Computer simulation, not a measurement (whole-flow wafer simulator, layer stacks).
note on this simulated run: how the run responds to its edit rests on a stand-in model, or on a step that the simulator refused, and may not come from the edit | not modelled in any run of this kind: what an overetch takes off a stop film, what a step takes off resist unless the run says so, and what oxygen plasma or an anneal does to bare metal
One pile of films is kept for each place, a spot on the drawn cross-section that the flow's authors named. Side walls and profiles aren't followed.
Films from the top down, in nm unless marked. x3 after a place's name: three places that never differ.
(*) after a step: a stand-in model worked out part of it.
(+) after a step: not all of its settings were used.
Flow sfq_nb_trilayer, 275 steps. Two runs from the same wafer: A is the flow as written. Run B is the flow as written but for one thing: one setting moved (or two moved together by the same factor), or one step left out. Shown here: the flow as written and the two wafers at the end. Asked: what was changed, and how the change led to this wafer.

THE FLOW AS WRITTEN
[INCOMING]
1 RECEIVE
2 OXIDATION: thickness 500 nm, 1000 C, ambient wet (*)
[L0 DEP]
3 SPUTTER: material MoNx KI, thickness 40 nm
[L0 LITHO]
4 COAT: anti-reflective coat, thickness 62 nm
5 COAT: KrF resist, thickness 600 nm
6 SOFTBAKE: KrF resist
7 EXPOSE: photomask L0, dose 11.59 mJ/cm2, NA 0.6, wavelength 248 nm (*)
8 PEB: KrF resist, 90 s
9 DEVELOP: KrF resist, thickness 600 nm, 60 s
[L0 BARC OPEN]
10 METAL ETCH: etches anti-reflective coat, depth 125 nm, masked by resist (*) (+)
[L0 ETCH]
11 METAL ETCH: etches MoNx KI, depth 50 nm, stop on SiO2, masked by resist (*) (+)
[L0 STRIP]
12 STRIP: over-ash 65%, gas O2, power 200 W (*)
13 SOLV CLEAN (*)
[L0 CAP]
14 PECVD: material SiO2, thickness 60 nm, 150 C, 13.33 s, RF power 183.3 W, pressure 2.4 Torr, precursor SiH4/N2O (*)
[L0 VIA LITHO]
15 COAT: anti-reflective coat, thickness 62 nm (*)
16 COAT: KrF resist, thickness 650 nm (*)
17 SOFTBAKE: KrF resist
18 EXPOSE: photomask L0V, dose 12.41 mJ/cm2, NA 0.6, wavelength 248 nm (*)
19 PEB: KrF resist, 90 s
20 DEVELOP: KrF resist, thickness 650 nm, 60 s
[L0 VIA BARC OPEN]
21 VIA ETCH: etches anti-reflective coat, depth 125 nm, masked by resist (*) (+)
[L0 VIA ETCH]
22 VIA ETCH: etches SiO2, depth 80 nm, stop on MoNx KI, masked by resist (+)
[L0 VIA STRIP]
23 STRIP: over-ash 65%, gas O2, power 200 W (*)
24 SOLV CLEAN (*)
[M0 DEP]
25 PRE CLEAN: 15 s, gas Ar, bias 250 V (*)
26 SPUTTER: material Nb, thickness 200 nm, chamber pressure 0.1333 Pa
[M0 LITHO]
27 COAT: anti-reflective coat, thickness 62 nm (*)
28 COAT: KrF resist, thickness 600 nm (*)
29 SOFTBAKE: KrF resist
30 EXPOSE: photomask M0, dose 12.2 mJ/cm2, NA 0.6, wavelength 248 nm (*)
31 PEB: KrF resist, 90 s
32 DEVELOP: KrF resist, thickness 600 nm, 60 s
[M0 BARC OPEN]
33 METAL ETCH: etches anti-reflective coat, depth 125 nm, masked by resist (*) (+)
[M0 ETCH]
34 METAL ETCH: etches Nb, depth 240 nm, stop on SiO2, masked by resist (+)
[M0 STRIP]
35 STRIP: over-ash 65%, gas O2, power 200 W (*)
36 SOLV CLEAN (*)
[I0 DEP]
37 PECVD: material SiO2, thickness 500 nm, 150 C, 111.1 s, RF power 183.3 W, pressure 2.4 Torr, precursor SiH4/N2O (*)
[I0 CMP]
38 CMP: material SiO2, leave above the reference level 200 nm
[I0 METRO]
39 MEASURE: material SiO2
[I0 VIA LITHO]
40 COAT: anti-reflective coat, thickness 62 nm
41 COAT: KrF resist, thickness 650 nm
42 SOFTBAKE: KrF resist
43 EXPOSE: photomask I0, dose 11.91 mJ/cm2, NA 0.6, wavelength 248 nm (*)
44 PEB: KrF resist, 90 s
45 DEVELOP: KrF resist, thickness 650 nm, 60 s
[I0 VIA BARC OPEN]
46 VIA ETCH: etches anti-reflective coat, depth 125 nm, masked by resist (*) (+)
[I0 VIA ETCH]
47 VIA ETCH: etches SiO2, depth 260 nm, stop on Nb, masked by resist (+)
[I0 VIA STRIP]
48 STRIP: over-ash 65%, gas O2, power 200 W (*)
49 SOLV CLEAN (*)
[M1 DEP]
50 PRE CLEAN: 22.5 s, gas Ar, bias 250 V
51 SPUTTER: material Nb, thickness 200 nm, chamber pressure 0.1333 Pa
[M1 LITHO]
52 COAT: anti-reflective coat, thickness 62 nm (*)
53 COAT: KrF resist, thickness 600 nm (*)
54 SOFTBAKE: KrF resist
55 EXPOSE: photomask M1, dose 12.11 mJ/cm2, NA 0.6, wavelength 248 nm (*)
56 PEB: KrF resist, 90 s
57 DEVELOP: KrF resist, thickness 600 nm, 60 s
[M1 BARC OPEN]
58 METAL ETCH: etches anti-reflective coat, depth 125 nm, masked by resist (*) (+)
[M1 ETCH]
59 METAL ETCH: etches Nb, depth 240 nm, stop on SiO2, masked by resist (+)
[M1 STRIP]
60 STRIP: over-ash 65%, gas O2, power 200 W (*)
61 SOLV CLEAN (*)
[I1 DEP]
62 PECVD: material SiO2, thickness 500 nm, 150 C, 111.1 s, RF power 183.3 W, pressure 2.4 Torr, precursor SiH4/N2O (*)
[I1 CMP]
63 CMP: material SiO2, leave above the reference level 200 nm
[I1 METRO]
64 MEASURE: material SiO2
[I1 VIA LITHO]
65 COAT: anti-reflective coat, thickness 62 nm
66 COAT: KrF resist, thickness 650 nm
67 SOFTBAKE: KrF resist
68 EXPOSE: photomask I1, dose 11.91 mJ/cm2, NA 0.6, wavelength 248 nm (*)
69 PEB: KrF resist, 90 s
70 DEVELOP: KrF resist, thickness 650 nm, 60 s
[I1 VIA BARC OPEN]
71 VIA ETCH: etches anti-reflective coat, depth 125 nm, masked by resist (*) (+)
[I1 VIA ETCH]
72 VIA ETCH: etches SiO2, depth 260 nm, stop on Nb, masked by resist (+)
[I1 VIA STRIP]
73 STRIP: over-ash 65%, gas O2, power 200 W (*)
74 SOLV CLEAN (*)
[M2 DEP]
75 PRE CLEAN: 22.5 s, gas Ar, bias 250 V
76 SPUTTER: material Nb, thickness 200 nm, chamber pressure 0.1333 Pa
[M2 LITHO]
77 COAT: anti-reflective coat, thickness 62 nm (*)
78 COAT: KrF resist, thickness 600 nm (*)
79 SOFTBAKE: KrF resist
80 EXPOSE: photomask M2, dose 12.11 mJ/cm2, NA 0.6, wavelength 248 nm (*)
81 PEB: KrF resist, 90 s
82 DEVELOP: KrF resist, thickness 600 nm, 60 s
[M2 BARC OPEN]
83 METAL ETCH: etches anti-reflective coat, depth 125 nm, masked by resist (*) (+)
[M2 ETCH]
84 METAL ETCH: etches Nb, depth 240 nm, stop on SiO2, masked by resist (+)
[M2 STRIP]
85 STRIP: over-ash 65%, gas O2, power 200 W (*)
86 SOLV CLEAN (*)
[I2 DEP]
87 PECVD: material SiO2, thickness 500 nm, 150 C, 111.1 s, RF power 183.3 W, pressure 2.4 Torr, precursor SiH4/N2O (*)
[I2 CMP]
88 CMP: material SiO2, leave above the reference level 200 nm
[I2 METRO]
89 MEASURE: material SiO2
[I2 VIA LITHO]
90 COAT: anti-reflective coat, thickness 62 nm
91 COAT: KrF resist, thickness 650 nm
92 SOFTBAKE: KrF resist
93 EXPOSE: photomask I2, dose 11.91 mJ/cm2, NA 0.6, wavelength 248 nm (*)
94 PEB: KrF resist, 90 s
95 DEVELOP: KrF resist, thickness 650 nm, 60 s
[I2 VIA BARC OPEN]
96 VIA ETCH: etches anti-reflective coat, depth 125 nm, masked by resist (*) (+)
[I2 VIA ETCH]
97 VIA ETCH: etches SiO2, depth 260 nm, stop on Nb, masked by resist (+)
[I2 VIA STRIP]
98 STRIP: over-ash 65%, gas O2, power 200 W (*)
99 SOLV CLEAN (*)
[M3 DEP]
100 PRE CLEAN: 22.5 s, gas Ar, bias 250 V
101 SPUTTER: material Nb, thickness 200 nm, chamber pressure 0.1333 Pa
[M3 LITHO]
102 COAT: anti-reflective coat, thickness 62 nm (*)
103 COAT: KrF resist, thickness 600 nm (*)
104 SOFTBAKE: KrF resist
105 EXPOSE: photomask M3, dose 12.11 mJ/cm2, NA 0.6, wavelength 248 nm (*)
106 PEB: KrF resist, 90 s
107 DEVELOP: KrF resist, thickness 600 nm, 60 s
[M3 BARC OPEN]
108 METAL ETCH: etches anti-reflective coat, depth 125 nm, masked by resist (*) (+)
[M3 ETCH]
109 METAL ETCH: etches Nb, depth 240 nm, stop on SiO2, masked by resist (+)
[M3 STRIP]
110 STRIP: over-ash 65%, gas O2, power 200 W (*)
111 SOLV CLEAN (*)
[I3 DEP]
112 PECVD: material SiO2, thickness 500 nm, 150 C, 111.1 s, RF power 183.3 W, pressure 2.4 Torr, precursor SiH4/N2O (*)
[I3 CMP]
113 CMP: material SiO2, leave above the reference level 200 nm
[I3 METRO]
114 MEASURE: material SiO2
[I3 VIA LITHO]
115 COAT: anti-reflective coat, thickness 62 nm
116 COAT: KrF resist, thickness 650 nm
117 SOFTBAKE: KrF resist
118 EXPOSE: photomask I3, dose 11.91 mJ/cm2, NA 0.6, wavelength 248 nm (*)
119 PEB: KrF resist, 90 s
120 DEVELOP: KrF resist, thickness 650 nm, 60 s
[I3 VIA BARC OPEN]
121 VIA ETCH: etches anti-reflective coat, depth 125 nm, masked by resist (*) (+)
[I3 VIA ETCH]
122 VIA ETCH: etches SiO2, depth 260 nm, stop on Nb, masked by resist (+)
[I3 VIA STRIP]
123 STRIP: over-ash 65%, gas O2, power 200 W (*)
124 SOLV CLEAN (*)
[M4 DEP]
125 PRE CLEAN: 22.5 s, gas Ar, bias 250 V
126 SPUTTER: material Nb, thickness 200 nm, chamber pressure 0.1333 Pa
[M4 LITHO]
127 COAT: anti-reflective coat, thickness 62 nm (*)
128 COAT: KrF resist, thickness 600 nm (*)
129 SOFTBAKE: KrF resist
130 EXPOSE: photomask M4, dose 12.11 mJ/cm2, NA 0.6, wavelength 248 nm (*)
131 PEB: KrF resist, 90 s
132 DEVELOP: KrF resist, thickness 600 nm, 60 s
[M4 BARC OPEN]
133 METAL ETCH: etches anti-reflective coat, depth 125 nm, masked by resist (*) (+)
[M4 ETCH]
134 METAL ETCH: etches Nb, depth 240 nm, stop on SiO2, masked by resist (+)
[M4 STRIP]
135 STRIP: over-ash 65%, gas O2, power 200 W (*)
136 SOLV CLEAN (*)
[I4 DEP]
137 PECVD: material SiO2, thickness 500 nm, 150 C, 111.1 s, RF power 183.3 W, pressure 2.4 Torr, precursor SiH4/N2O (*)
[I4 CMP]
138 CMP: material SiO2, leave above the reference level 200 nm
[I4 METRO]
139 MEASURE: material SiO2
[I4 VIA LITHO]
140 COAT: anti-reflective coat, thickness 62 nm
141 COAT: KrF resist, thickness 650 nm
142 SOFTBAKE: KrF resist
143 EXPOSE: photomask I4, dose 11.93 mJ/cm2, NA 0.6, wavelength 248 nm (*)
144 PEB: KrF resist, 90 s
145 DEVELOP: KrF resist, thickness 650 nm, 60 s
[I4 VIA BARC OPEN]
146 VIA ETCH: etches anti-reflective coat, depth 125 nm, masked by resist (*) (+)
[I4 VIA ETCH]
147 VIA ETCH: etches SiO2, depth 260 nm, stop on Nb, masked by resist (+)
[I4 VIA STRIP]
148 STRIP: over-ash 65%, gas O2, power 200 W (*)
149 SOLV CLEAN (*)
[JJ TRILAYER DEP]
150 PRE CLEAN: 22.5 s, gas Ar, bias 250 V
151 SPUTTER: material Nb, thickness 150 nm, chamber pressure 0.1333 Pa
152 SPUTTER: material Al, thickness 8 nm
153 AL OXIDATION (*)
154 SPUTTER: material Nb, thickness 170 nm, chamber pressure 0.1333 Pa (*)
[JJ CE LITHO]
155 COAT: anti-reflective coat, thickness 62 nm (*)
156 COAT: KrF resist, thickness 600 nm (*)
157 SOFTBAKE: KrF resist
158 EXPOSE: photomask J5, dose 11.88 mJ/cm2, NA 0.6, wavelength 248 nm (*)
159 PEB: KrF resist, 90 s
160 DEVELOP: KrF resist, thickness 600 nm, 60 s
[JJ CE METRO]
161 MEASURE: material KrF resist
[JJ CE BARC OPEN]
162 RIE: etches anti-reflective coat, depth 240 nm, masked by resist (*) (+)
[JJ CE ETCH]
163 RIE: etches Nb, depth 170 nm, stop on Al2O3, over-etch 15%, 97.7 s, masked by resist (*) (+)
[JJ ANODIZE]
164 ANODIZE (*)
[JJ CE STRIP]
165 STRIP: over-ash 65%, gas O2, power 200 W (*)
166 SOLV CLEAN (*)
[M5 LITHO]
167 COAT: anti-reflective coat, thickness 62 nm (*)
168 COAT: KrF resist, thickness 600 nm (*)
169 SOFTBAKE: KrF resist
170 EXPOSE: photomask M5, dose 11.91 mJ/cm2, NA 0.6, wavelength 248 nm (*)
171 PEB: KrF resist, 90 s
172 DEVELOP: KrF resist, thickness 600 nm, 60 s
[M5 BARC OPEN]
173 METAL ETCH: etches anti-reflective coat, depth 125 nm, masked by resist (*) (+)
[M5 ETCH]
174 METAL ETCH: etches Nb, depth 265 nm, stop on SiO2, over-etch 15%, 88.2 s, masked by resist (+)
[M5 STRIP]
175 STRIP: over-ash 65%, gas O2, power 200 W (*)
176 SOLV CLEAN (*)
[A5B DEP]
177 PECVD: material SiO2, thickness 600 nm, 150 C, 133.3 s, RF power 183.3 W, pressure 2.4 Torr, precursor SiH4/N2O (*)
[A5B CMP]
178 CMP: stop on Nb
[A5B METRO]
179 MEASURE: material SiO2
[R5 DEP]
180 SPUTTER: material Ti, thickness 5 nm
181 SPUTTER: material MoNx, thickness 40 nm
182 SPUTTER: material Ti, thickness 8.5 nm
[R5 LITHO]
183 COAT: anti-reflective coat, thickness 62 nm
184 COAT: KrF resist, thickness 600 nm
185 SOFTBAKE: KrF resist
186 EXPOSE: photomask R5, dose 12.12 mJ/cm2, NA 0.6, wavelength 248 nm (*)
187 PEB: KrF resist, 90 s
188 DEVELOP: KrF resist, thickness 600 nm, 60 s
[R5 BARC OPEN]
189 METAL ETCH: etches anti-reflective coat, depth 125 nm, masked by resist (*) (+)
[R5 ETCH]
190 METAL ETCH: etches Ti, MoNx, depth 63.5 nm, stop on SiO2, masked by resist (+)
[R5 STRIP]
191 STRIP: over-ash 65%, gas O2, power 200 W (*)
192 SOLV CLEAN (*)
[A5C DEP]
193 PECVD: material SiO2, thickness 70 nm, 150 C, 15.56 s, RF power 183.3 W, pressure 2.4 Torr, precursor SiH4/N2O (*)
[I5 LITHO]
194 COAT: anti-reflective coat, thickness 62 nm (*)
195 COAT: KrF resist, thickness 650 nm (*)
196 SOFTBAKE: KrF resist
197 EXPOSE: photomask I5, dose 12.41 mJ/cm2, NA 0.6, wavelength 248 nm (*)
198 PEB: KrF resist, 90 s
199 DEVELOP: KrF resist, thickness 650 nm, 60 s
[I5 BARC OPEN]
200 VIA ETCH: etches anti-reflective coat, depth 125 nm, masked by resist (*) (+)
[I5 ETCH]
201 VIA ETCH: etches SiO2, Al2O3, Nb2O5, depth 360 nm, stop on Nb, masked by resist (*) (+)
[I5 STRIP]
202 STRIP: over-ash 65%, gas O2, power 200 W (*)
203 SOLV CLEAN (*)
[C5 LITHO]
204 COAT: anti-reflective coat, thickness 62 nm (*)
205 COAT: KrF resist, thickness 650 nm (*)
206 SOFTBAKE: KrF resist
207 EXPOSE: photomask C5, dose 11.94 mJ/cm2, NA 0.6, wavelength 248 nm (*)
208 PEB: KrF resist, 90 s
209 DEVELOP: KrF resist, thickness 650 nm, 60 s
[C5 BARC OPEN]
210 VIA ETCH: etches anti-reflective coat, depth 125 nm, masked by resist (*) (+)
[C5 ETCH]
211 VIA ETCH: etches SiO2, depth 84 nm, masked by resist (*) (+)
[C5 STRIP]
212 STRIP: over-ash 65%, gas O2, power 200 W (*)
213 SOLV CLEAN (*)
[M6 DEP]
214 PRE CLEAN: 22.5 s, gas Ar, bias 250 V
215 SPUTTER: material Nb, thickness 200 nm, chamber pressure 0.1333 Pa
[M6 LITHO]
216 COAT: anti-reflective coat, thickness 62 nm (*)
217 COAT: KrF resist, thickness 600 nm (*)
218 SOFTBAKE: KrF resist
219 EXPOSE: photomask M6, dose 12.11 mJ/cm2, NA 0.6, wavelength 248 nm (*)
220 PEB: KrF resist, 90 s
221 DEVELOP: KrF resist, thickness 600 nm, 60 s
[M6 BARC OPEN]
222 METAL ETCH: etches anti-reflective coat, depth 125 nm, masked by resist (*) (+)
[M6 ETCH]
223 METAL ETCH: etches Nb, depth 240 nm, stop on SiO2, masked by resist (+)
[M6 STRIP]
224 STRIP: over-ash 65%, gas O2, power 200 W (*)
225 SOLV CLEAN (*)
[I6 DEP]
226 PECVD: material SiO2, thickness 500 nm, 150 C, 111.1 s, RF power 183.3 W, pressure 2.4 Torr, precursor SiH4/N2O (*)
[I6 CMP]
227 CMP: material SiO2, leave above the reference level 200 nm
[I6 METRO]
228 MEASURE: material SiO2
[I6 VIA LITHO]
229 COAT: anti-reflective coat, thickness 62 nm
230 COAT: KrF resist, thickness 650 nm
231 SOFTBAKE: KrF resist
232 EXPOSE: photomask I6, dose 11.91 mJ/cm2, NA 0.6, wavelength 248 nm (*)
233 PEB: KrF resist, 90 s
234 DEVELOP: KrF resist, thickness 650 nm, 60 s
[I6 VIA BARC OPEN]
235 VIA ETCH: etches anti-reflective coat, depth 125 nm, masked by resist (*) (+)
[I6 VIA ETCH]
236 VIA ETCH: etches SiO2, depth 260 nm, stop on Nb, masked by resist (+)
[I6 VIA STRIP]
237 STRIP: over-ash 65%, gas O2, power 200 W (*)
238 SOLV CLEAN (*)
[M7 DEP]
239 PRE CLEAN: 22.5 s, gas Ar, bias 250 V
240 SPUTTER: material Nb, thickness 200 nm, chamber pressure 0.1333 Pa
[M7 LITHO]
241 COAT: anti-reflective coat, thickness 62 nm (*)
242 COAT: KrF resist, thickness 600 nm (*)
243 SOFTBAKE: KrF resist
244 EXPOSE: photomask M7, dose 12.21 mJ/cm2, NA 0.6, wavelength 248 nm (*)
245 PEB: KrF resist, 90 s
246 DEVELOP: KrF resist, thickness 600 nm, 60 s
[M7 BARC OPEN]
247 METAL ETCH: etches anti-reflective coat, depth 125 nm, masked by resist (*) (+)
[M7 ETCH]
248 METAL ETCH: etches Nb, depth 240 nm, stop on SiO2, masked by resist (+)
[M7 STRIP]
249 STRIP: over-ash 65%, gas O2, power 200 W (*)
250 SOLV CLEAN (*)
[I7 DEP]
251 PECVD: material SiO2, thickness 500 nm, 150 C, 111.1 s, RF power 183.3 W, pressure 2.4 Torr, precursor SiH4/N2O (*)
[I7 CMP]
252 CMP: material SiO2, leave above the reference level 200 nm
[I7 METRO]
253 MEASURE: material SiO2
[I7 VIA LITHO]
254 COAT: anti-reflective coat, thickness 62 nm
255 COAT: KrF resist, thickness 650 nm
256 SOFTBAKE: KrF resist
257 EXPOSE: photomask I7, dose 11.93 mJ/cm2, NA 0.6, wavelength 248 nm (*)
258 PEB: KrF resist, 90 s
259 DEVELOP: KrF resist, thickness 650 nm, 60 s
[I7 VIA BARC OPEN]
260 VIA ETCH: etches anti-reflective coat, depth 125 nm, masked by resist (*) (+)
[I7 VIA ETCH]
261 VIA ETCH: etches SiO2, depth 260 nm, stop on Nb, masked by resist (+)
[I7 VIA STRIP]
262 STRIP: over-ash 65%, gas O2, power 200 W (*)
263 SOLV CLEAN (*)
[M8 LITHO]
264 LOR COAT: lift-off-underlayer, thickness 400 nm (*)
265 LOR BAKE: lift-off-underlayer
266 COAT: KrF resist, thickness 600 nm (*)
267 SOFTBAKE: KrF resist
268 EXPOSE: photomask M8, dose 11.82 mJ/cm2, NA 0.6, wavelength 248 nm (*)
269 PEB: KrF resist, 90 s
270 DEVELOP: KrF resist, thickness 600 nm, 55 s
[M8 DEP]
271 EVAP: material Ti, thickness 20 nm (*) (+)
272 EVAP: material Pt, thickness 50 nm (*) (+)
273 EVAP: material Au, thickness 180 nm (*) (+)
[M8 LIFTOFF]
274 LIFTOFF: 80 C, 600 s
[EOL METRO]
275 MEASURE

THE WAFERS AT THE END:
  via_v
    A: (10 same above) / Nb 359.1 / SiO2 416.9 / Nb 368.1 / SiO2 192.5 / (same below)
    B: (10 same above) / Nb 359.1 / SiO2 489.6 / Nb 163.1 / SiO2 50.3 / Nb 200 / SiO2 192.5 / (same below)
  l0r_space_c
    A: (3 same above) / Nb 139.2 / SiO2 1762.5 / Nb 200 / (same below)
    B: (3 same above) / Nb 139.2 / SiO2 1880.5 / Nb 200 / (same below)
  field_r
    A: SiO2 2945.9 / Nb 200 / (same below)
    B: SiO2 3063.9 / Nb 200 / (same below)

The cause: step 63, CMP: leave above the reference level 318 nm was run, where the flow has leave above the reference level 200 nm.

How the change led to this, step by step:
  63 CMP: material SiO2, leave above the reference level 200 nm
      field_l, be, be_sur and 72 more: A SiO2 -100 | B nothing
      lsp_m, ln_m6, lsp_r, l0_sur, l0v: A SiO2 -94.9 | B nothing
      (and at 26 more places)
  65 COAT: anti-reflective coat, thickness 62 nm
      wl_g_sr, m0r_space_l x2, m6r_space_l x2, m7r_space_l x2: A anti-reflective coat +62 (new film) | B anti-reflective coat +64.7 (new film)
      via_wl, via_w, via_wr, via_sp, via_v: A anti-reflective coat +62 (new film) | B anti-reflective coat +60.6 (new film)
      (and at 22 more places)
  71 VIA ETCH: etches anti-reflective coat, depth 125 nm, masked by resist (*) (+)
      field_l, v_sur, via_wl and 102 more: A KrF resist -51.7 | B KrF resist -50.5
      via_v: A anti-reflective coat -62 (all of it), SiO2 -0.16 | B anti-reflective coat -60.6 (all of it), SiO2 -0.15
  72 VIA ETCH: etches SiO2, depth 260 nm, stop on Nb, masked by resist (+)
      via_v: A SiO2 -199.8 (all of it) | B SiO2 -260
  73 STRIP: over-ash 65%, gas O2, power 200 W (*)
      m0r_space_l x2, m6r_space_l x2, m7r_space_l x2: A KrF resist -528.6 (all of it), anti-reflective coat -62 (all of it) | B KrF resist -531.5 (all of it), anti-reflective coat -64.7 (all of it)
      via_wr, via_sp: A KrF resist -528.6 (all of it), anti-reflective coat -62 (all of it) | B KrF resist -524.3 (all of it), anti-reflective coat -60.6 (all of it)
      (and at 25 more places)
  75 PRE CLEAN: 22.5 s, gas Ar, bias 250 V
      via_v: A Nb -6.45 | B SiO2 -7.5
  76 SPUTTER: material Nb, thickness 200 nm, chamber pressure 0.1333 Pa
      via_v: A Nb +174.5 | B Nb +163.1 (new film)
  77 COAT: anti-reflective coat, thickness 62 nm (*)
      m0r_space_l x2, m6r_space_l x2, m7r_space_l x2: A anti-reflective coat +62 (new film) | B anti-reflective coat +64.3 (new film)
      m5r_linepad_l x2: A anti-reflective coat +62 (new film) | B anti-reflective coat +69.2 (new film)
      (and at 23 more places)
  78 COAT: KrF resist, thickness 600 nm (*)
      via_v: A KrF resist +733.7 (new film) | B KrF resist +778.4 (new film)
      wire: A KrF resist +592.5 (new film) | B KrF resist +580.4 (new film)
  83 METAL ETCH: etches anti-reflective coat, depth 125 nm, masked by resist (*) (+)
      m0r_space_l x2, m6r_space_l x2, m7r_space_l x2: A anti-reflective coat -62 (all of it) | B anti-reflective coat -64.3 (all of it)
      m5r_linepad_l x2: A anti-reflective coat -62 (all of it) | B anti-reflective coat -69.2 (all of it)
      (and at 15 more places)
  85 STRIP: over-ash 65%, gas O2, power 200 W (*)
      v_sur: A KrF resist -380 (all of it), anti-reflective coat -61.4 (all of it) | B KrF resist -373.4 (all of it), anti-reflective coat -56.9 (all of it)
      via_wl: A KrF resist -379.5 (all of it), anti-reflective coat -61.3 (all of it) | B KrF resist -371.1 (all of it), anti-reflective coat -59.6 (all of it)
      (and at 6 more places)
  87 PECVD: material SiO2, thickness 500 nm, 150 C, 111.1 s, RF power 183.3 W, pressure 2.4 Torr, precursor SiH4/N2O (*)
      via_v: A SiO2 +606 (new film) | B SiO2 +678.7 (new film)
  88 CMP: material SiO2, leave above the reference level 200 nm
      field_l, be, be_sur and 72 more: A SiO2 -100 | B SiO2 -82
      lsp_m, ln_m6, lsp_r, l0_sur, l0v: A SiO2 -100 | B SiO2 -76.9
Counting metal films that touch as one body, via_v has 7 bodies (between them, from the top down: SiO2 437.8; SiO2 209 / Al2O3 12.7 / Nb2O5 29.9; SiO2 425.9; SiO2 489.6; SiO2 50.3; SiO2 192.5); the flow as written gives 6 bodies (between them, from the top down: SiO2 437.8; SiO2 209 / Al2O3 12.7 / Nb2O5 29.9; SiO2 425.9; SiO2 416.9; SiO2 192.5).
